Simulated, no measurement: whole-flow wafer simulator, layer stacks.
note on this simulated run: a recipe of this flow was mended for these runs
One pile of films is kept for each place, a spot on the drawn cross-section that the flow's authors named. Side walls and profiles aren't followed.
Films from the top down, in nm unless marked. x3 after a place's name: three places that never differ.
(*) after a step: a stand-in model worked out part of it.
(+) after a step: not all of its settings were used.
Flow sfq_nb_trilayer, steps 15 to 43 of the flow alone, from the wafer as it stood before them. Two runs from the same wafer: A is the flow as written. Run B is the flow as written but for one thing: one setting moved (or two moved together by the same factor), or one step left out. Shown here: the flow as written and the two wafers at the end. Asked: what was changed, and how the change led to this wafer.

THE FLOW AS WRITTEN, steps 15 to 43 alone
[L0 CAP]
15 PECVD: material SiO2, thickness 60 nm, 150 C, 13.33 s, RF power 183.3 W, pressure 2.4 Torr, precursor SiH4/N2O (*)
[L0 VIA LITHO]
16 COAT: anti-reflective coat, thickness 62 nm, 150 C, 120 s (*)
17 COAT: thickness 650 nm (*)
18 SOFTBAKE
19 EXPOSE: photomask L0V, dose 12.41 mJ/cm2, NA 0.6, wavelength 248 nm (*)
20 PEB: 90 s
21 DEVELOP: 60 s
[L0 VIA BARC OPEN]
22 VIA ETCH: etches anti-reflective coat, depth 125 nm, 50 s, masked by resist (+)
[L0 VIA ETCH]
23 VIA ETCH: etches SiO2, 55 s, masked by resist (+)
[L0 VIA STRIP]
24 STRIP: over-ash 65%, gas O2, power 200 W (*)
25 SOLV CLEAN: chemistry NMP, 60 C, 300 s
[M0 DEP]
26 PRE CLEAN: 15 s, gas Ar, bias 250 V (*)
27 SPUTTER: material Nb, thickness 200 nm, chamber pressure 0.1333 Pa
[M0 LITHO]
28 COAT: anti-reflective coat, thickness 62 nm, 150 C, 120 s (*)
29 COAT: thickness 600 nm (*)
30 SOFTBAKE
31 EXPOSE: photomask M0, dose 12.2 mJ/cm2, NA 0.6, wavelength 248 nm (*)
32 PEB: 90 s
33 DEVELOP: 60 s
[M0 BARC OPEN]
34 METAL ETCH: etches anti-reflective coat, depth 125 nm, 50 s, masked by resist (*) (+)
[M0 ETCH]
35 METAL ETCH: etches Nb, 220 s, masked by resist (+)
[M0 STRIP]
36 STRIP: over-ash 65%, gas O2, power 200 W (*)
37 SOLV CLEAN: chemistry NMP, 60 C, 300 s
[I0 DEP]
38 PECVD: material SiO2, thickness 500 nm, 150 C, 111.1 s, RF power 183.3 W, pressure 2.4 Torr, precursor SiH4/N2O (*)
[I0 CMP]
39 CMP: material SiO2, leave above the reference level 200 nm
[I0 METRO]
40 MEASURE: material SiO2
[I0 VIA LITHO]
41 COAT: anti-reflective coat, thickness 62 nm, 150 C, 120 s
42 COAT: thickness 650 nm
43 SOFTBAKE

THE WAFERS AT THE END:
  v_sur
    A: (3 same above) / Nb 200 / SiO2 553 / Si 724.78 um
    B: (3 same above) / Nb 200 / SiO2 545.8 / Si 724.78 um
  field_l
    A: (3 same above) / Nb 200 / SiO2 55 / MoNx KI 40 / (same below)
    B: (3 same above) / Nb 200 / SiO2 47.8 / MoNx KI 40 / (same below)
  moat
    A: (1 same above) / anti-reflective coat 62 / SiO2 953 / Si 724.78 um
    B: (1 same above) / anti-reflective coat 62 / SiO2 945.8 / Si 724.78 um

The cause: step 15, PECVD: thickness 52.8 nm was run, where the flow has thickness 60 nm; step 15, PECVD: 11.73 s was run, where the flow has 13.33 s.

How the change led to this, step by step:
  15 PECVD: material SiO2, thickness 60 nm, 150 C, 13.33 s, RF power 183.3 W, pressure 2.4 Torr, precursor SiH4/N2O (*)
      v_sur, via_wl, via_w and 97 more: A SiO2 +60 | B SiO2 +52.8
      field_l, l0_sur, l0v, l0r_line_l, l0r_line_c, l0r_line_r: A SiO2 +60 (new film) | B SiO2 +52.8 (new film)
  23 VIA ETCH: etches SiO2, 55 s, masked by resist (+)
      l0v: A SiO2 -59.7 (all of it), MoNx KI -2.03 | B SiO2 -52.5 (all of it), MoNx KI -2.75
  28 COAT: anti-reflective coat, thickness 62 nm, 150 C, 120 s (*)
      l0_sur: A anti-reflective coat +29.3 (new film) | B anti-reflective coat +31.4 (new film)
      l0v: A anti-reflective coat +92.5 (new film) | B anti-reflective coat +89.3 (new film)
  36 STRIP: over-ash 65%, gas O2, power 200 W (*)
      l0_sur: A KrF-resist-other-grade -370 (all of it), anti-reflective coat -29.3 (all of it) | B KrF-resist-other-grade -368.9 (all of it), anti-reflective coat -31.4 (all of it)
      l0v: A KrF-resist-other-grade -374.1 (all of it), anti-reflective coat -92.5 (all of it) | B KrF-resist-other-grade -371.1 (all of it), anti-reflective coat -89.3 (all of it)
  39 CMP: material SiO2, leave above the reference level 200 nm
      l0v: A SiO2 -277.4 | B SiO2 -285
